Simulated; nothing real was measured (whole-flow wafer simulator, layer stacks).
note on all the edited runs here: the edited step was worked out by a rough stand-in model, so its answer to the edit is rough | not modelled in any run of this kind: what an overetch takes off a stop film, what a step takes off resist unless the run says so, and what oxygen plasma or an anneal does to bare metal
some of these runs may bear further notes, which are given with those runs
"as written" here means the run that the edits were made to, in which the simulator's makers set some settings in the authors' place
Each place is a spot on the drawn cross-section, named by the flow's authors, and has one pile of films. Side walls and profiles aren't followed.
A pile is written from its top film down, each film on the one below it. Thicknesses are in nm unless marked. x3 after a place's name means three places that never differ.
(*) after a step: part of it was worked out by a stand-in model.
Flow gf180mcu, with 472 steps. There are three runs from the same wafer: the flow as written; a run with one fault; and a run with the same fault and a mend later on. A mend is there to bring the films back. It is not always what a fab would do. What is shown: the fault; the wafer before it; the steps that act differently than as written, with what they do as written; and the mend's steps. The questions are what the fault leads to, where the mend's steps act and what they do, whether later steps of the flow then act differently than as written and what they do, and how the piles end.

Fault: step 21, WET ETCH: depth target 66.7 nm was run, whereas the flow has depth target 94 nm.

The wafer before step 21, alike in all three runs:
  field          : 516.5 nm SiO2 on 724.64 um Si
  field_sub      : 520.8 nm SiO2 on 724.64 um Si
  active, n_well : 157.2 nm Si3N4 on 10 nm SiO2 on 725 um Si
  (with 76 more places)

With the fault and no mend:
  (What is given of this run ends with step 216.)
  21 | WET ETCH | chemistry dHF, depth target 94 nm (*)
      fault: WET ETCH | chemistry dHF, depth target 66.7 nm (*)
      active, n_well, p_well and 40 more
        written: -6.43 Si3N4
        fault: -4.58 Si3N4
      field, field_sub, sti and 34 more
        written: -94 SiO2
        fault: -66.7 SiO2
  Steps further on in the flow that do not act as written (not shown: 33 more steps that differ only slightly, by at most 2% or 0.5 nm, whichever is larger):
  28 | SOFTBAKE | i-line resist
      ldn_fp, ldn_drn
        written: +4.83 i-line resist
        fault: +8.09 i-line resist
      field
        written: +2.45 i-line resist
        fault: +4.43 i-line resist
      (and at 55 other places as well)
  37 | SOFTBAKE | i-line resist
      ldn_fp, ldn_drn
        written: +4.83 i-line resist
        fault: +8.09 i-line resist
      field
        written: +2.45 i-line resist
        fault: +4.43 i-line resist
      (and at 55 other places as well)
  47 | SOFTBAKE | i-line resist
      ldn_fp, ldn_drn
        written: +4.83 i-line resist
        fault: +8.09 i-line resist
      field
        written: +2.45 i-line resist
        fault: +4.43 i-line resist
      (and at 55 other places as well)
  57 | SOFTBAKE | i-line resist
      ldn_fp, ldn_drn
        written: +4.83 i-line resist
        fault: +8.09 i-line resist
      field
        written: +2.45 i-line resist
        fault: +4.43 i-line resist
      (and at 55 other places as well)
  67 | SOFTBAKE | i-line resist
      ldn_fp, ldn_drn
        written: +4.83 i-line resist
        fault: +8.09 i-line resist
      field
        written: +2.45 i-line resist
        fault: +4.43 i-line resist
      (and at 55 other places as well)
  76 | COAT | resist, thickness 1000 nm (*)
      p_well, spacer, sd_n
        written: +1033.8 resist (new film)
        fault: +1060.4 resist (new film)
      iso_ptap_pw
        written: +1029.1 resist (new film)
        fault: +1051.2 resist (new film)
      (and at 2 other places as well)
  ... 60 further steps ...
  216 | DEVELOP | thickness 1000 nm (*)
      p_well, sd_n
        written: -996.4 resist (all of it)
        fault: -1021.5 resist (all of it)
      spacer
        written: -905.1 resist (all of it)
        fault: -930.1 resist (all of it)
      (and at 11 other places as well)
  After step 216, at field, field__w1, field__w2 and 67 more, the piles differ from the flow's by more than 2% or 0.5 nm, whichever is larger.
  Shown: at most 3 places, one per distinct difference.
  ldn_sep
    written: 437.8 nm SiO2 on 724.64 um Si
    fault: 465 nm SiO2 on 724.64 um Si
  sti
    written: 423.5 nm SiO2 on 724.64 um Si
    fault: 450.7 nm SiO2 on 724.64 um Si
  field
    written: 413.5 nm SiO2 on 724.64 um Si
    fault: 440.7 nm SiO2 on 724.64 um Si

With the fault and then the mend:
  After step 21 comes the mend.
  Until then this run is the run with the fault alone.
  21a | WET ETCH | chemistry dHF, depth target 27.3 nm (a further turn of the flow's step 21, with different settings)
      field, field_sub, sti and 34 more
        -27.3 SiO2
  Every later step of the flow that is run acts as written, at every place that is followed, to within 2% or 0.5 nm, whichever is larger.
  The piles end the same as the flow's at every place that both follow.
